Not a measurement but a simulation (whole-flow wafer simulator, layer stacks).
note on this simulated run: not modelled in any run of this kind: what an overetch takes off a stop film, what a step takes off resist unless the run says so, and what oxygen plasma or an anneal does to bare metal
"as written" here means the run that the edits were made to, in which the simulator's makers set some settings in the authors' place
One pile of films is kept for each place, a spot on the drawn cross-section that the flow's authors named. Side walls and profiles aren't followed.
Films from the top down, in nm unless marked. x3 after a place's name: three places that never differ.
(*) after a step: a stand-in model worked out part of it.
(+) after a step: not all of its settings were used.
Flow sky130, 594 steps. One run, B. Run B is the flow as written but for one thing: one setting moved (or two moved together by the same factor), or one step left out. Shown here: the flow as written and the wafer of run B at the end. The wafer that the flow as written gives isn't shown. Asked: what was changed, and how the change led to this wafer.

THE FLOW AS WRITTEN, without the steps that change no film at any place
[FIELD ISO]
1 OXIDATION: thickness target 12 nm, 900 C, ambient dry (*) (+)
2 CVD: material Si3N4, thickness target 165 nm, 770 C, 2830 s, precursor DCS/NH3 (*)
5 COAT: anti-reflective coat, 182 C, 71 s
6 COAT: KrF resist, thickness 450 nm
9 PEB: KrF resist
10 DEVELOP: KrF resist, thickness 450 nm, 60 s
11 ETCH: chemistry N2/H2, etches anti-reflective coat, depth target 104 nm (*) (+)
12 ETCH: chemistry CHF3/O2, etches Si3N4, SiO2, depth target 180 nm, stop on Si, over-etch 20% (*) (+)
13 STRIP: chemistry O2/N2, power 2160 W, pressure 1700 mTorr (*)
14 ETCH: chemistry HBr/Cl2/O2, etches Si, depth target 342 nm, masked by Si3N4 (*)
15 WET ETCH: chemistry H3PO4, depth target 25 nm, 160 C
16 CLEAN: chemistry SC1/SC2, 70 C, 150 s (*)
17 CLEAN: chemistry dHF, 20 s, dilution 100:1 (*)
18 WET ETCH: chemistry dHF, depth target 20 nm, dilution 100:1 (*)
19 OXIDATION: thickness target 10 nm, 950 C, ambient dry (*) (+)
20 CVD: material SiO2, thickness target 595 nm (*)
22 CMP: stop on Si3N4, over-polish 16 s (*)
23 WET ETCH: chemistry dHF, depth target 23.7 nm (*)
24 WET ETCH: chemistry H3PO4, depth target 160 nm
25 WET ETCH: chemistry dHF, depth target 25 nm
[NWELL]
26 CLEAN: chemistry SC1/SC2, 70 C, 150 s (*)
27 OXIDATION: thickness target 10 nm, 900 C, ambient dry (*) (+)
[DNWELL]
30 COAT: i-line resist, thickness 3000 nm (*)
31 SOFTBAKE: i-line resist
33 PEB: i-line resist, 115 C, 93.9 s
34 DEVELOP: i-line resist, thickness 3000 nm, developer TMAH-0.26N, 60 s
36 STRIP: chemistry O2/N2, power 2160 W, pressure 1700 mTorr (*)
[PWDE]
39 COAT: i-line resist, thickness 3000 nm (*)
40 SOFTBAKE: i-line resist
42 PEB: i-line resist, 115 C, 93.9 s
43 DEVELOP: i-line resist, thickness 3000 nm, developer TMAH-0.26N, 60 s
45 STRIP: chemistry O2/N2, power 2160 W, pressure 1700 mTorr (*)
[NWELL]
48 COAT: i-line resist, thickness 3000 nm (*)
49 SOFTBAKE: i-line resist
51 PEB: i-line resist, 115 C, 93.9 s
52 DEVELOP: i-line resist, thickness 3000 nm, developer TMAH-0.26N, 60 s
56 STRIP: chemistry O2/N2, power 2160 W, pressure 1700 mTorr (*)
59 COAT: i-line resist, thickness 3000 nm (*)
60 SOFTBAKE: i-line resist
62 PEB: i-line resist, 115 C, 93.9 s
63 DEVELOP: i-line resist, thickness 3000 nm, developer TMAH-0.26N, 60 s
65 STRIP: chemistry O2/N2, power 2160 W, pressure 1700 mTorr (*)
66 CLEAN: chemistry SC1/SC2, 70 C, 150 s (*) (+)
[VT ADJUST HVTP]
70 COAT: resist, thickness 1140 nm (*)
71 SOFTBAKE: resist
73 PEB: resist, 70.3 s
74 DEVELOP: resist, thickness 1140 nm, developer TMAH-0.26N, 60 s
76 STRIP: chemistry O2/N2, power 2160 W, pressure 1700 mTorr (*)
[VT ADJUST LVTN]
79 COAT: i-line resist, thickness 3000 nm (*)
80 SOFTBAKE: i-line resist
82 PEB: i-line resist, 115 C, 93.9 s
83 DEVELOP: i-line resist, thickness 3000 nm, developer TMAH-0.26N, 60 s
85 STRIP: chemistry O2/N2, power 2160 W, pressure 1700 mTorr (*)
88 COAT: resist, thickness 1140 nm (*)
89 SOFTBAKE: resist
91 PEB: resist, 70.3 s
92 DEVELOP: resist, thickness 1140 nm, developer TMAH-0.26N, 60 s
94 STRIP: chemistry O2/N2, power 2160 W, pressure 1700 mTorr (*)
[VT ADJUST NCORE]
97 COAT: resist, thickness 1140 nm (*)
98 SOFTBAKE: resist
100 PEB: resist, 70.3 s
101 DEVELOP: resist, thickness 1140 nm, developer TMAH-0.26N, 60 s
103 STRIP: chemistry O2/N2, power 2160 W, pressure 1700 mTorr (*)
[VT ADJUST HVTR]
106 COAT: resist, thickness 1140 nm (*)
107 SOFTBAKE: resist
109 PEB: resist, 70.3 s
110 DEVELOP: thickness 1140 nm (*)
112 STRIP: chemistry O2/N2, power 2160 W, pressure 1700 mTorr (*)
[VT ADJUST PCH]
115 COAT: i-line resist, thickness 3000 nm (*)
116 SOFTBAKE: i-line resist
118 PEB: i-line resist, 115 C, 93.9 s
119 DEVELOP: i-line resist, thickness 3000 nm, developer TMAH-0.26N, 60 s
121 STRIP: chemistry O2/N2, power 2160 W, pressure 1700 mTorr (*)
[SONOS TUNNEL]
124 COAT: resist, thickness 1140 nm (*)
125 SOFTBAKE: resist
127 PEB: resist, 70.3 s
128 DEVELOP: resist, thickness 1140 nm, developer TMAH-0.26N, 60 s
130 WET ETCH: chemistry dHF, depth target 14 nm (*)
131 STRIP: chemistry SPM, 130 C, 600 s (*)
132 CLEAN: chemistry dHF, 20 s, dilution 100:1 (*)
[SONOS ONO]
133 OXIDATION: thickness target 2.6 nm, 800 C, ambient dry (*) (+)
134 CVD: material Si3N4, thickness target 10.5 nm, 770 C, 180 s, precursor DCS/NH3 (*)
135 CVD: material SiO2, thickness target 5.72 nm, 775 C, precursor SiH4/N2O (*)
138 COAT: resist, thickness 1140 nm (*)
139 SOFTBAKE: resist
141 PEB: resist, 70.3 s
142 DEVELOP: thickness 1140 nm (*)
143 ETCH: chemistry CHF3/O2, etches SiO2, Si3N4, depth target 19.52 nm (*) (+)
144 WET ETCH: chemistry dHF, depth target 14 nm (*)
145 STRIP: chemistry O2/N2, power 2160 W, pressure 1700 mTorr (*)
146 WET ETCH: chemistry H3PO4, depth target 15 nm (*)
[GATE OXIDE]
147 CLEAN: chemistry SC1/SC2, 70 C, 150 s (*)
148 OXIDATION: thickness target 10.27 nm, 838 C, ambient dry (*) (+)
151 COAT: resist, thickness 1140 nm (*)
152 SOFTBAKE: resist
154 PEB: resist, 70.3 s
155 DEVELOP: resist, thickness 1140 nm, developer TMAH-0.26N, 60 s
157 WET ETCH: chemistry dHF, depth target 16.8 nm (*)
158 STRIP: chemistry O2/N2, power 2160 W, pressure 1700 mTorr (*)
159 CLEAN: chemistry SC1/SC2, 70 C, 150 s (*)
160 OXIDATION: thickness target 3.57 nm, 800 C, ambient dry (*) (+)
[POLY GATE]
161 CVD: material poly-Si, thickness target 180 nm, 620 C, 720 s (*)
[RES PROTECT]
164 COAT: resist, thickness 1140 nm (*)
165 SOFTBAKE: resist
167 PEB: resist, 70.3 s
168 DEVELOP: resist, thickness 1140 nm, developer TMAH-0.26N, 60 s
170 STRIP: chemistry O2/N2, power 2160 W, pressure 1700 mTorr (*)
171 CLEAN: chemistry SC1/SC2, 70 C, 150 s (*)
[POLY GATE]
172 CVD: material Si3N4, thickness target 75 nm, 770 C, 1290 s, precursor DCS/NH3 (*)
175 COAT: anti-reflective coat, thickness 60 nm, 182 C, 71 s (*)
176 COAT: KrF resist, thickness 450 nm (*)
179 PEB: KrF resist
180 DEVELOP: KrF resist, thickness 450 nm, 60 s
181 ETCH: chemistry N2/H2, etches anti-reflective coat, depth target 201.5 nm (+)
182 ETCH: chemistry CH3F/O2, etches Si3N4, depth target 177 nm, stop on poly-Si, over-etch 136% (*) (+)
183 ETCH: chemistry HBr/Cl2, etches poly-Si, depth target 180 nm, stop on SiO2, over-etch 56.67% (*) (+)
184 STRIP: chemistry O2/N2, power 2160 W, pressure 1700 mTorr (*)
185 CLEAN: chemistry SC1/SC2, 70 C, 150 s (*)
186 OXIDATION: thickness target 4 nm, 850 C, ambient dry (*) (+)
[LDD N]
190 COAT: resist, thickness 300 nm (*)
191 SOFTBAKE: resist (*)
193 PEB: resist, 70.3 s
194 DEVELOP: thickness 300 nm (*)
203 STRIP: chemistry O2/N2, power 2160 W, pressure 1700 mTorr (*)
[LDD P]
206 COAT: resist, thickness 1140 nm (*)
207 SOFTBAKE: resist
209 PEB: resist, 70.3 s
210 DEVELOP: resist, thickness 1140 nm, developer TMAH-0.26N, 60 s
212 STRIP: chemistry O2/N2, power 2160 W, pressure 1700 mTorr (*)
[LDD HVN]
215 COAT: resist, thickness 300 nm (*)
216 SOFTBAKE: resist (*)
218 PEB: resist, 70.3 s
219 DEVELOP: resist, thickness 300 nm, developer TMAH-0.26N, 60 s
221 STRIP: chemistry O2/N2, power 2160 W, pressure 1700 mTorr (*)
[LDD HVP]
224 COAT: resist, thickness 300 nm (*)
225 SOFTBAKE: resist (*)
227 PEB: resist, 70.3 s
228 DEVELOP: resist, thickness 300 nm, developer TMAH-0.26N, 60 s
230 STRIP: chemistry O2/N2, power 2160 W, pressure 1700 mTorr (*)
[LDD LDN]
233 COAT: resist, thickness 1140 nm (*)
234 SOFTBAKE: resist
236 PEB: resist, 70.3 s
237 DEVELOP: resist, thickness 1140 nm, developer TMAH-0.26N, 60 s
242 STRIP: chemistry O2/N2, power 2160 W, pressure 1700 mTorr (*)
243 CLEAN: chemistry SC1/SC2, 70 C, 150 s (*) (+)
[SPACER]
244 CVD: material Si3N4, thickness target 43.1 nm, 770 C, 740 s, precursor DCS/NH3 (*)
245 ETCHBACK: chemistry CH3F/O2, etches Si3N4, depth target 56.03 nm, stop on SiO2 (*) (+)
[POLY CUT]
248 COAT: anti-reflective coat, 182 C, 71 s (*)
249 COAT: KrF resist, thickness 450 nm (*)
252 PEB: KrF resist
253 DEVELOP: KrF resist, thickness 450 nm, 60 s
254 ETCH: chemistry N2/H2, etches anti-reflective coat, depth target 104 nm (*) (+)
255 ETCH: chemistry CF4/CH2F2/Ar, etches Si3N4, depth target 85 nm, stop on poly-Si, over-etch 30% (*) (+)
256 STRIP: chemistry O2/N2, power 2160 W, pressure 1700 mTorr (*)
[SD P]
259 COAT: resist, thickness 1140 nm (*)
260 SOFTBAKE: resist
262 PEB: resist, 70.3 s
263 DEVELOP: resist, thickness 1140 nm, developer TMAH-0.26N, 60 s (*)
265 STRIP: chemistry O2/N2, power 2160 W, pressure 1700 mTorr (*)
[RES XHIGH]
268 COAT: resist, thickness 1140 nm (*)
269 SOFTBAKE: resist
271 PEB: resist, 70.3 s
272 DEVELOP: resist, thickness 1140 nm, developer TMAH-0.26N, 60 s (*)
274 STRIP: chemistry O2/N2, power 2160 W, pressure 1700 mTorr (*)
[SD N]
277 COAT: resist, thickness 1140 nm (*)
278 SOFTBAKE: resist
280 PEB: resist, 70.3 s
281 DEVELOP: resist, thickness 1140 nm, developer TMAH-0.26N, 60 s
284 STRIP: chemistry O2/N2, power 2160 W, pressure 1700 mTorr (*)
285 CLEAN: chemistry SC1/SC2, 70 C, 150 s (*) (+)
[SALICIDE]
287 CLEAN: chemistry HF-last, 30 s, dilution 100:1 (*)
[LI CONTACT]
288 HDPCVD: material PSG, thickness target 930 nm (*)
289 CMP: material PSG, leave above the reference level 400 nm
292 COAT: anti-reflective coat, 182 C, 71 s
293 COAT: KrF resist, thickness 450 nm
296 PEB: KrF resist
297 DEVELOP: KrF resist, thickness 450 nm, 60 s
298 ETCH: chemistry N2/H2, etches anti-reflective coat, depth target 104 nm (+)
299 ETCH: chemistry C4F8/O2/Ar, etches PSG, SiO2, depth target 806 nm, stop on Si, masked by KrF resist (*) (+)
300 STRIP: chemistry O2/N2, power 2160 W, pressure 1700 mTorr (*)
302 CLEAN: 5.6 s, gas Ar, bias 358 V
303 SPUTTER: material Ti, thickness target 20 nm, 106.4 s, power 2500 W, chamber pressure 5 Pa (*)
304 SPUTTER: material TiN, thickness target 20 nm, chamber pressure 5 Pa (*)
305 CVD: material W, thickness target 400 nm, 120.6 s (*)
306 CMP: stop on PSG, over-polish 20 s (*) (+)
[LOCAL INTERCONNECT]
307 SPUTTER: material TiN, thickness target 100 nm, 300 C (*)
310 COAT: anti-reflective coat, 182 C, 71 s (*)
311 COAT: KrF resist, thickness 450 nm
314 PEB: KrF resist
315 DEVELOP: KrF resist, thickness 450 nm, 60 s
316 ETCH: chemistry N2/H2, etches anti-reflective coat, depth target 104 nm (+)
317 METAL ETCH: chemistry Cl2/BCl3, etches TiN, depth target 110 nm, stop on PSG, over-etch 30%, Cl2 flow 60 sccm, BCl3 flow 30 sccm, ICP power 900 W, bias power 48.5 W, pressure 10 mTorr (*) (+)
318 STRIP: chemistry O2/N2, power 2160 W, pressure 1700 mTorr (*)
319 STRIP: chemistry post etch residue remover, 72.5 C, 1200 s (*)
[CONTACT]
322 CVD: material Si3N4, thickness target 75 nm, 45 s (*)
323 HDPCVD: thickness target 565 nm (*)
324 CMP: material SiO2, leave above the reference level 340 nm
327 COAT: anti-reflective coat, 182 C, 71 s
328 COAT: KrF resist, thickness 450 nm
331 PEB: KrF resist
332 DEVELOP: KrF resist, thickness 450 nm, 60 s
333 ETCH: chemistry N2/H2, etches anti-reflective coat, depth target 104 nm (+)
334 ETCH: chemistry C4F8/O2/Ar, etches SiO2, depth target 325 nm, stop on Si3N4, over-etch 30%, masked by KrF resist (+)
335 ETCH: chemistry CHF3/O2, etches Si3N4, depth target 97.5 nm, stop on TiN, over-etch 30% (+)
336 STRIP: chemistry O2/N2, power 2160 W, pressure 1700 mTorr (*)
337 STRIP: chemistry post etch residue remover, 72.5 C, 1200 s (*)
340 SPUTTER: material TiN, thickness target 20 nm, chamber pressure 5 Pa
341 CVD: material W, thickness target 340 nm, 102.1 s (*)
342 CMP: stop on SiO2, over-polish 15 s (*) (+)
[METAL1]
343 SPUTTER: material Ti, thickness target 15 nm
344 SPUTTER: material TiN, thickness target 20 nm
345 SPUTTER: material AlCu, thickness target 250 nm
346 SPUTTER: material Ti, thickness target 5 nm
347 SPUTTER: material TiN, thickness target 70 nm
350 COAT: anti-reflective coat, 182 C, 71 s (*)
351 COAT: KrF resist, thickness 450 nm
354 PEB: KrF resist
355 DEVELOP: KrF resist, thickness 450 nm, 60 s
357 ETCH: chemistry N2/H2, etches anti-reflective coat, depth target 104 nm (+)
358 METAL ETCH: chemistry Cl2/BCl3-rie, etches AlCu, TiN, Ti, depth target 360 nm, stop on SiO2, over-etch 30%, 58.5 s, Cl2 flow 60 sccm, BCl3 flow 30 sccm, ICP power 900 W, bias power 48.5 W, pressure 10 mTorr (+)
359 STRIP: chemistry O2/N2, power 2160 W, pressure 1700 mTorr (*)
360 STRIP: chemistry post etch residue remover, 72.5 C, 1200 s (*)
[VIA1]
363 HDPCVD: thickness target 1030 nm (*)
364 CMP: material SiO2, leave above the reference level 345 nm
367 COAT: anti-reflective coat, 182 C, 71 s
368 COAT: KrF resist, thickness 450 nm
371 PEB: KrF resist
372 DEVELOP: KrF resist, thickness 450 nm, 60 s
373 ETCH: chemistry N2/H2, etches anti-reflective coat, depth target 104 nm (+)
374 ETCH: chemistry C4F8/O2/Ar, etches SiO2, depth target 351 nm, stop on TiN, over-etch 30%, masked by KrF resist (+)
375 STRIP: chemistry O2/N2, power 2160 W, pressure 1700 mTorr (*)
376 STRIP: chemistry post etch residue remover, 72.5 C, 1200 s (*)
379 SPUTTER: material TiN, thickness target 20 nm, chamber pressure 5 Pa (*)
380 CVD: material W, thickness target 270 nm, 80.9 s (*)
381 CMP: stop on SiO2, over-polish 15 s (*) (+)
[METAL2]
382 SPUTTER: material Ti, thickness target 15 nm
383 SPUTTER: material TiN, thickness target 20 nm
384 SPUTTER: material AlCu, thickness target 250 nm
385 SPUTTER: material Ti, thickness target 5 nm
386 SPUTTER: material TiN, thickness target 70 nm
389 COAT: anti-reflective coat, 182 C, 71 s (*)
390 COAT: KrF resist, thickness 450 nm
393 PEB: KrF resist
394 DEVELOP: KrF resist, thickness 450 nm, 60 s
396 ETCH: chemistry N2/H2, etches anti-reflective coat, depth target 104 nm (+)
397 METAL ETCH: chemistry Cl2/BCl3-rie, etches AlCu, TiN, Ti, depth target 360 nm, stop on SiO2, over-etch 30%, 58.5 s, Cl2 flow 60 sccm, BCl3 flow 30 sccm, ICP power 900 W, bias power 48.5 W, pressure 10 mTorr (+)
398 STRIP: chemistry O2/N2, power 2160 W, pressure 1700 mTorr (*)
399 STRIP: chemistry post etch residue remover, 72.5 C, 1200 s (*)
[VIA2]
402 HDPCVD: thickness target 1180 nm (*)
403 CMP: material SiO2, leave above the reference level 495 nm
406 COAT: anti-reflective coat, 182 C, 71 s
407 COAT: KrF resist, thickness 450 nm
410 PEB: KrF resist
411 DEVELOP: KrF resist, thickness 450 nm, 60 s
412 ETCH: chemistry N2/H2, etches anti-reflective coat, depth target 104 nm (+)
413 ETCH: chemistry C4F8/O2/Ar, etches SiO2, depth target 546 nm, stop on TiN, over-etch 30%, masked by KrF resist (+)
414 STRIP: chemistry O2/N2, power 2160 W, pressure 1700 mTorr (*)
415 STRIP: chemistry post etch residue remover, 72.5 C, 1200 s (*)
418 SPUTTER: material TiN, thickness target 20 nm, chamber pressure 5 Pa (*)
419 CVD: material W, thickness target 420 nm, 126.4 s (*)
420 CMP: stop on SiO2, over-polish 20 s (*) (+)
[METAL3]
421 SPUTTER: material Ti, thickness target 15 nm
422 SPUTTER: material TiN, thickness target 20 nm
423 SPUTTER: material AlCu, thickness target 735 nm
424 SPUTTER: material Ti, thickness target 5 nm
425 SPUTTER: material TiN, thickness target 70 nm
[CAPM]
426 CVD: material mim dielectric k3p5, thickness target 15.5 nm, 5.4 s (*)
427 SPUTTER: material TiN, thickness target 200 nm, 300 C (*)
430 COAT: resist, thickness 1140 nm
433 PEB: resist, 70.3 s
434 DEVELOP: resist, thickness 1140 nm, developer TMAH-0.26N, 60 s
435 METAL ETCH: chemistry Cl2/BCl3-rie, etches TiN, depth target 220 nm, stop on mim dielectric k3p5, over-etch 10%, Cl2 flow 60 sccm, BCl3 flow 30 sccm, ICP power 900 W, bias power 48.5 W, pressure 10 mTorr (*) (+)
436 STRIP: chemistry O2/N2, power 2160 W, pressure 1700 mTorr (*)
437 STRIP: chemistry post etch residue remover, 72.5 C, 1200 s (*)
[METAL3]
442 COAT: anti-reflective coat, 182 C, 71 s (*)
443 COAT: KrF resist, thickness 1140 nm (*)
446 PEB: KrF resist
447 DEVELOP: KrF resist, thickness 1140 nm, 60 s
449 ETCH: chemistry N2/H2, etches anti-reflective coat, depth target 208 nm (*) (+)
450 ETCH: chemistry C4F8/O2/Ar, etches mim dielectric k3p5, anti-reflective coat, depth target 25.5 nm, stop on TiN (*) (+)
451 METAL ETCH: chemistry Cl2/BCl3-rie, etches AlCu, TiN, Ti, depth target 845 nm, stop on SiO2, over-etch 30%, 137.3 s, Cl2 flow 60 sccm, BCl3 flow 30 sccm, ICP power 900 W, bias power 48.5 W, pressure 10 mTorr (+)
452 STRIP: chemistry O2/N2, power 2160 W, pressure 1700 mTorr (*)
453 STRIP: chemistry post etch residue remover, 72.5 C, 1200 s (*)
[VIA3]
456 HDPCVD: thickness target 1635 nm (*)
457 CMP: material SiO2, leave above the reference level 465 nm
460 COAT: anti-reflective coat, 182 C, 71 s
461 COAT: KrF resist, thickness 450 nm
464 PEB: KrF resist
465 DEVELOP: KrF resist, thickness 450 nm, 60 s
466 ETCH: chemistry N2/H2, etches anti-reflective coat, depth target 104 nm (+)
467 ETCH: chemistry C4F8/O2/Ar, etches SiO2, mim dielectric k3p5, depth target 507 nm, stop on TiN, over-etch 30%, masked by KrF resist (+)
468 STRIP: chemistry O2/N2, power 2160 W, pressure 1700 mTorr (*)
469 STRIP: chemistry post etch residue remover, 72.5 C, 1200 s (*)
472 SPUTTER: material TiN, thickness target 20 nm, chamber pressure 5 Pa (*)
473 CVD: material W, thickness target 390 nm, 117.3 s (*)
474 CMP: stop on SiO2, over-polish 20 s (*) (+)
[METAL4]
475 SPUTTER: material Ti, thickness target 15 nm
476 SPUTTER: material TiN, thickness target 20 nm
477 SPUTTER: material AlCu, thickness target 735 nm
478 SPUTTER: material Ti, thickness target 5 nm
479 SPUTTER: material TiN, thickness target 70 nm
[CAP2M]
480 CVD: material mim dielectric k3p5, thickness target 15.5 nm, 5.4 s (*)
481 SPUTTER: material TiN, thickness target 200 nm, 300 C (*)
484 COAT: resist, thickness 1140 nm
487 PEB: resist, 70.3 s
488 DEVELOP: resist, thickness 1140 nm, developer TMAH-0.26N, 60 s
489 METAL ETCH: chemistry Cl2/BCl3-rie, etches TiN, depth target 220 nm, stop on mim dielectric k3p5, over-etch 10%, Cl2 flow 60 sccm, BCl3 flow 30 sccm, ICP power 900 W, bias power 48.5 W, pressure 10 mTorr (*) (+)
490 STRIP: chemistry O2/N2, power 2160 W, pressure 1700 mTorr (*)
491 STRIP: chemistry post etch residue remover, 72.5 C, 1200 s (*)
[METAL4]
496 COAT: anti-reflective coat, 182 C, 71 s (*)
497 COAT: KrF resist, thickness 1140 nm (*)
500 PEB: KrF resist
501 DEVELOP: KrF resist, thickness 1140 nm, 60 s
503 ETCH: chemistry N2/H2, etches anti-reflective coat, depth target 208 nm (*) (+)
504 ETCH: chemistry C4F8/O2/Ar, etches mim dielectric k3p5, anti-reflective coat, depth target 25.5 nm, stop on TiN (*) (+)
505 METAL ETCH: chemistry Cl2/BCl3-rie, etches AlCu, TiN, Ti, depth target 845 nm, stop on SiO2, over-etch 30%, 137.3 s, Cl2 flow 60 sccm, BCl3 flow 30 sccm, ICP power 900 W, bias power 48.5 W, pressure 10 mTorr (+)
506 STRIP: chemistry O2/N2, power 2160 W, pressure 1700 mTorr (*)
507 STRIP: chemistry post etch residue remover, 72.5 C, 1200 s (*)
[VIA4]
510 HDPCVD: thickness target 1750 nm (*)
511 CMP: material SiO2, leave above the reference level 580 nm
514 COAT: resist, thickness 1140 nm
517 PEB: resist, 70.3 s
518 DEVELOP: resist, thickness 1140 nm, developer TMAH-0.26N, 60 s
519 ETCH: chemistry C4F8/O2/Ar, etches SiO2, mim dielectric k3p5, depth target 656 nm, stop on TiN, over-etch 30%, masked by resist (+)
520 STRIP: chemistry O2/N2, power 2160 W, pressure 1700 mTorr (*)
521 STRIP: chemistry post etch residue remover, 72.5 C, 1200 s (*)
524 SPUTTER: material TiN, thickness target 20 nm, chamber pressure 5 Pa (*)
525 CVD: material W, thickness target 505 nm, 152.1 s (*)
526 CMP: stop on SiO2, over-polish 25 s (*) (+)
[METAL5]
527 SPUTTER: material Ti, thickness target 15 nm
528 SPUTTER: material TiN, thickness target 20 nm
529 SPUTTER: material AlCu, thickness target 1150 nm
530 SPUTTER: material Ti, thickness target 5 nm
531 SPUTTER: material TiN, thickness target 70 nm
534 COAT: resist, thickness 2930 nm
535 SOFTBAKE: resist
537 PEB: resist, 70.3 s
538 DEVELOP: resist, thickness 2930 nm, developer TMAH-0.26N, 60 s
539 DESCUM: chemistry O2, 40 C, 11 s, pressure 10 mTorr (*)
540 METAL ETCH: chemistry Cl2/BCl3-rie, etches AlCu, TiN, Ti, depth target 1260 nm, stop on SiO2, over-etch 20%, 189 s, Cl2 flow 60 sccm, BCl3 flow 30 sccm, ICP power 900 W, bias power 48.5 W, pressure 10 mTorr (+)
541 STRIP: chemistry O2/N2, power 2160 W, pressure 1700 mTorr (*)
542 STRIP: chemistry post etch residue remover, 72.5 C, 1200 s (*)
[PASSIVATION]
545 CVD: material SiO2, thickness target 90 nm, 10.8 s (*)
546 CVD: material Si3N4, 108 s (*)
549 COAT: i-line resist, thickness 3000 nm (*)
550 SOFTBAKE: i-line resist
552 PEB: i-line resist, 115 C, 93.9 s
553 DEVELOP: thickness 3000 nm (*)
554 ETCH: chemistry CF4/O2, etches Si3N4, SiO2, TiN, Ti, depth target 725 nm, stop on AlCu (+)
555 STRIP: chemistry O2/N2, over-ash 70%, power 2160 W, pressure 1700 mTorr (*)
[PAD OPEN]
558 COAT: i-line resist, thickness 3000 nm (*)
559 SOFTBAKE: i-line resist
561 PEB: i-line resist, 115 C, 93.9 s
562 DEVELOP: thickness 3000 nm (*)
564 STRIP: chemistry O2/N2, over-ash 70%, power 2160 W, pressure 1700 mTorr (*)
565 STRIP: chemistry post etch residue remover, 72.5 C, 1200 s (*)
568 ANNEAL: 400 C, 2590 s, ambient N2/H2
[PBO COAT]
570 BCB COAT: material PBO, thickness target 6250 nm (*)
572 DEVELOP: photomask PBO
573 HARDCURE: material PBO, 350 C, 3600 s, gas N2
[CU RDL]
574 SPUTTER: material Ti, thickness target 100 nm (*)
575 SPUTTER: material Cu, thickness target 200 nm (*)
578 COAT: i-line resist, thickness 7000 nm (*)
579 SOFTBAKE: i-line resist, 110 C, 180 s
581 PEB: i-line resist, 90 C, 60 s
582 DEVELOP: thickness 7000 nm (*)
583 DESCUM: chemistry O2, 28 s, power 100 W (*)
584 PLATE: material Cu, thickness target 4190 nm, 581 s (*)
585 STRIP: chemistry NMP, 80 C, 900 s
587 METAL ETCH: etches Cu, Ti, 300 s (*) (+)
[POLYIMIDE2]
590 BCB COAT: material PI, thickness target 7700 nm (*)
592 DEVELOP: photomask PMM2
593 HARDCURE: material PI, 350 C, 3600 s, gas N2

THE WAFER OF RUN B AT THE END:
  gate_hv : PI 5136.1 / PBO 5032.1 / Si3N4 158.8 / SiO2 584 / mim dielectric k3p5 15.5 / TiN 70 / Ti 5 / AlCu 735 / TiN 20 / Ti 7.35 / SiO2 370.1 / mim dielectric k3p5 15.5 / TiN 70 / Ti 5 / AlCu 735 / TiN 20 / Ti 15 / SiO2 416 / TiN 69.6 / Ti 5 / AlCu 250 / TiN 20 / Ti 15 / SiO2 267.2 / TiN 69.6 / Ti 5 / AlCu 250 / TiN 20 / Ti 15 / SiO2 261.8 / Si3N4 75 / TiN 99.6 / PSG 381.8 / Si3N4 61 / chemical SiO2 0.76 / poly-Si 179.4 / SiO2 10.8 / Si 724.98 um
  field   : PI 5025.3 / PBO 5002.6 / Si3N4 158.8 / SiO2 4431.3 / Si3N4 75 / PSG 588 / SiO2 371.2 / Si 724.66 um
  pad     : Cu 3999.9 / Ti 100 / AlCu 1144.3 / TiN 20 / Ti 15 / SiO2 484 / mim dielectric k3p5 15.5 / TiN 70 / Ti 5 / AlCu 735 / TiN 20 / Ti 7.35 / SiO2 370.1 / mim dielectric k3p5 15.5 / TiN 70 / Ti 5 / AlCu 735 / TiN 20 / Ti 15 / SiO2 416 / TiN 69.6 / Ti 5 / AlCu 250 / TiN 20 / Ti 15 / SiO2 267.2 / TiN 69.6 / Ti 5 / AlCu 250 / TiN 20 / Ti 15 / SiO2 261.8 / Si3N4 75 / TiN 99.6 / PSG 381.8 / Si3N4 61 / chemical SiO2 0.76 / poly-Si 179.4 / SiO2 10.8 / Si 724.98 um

The cause: step 475, SPUTTER: thickness target 7.35 nm was run, where the flow has thickness target 15 nm.
It can be read off the wafer: gate_hv has Ti 7.35, and step 475 as written asks for 15 nm.

How the change led to this, step by step:
  475 SPUTTER: material Ti, thickness target 15 nm
      field, active, n_well and 189 more: Ti +7.35 (new film) (as written it would be: Ti +15 (new film))
  505 METAL ETCH: chemistry Cl2/BCl3-rie, etches AlCu, TiN, Ti, depth target 845 nm, stop on SiO2, over-etch 30%, 137.3 s, Cl2 flow 60 sccm, BCl3 flow 30 sccm, ICP power 900 W, bias power 48.5 W, pressure 10 mTorr (+)
      field, gate, spacer and 68 more: TiN -70 (all of it), Ti -5 (all of it), AlCu -735 (all of it), TiN -20 (all of it), Ti -7.35 (all of it), SiO2 -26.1 (as written it would be: TiN -70 (all of it), Ti -5 (all of it), AlCu -735 (all of it), TiN -20 (all of it), Ti -15 (all of it), SiO2 -25.4)
      active, vpp_iso1, mim_edge_plate and 14 more: TiN -70 (all of it), Ti -5 (all of it), AlCu -735 (all of it), TiN -20 (all of it), Ti -7.35 (all of it), SiO2 -26.1 (as written it would be: TiN -70 (all of it), Ti -5 (all of it), AlCu -735 (all of it), TiN -20 (all of it), Ti -15 (all of it), SiO2 -25.3)
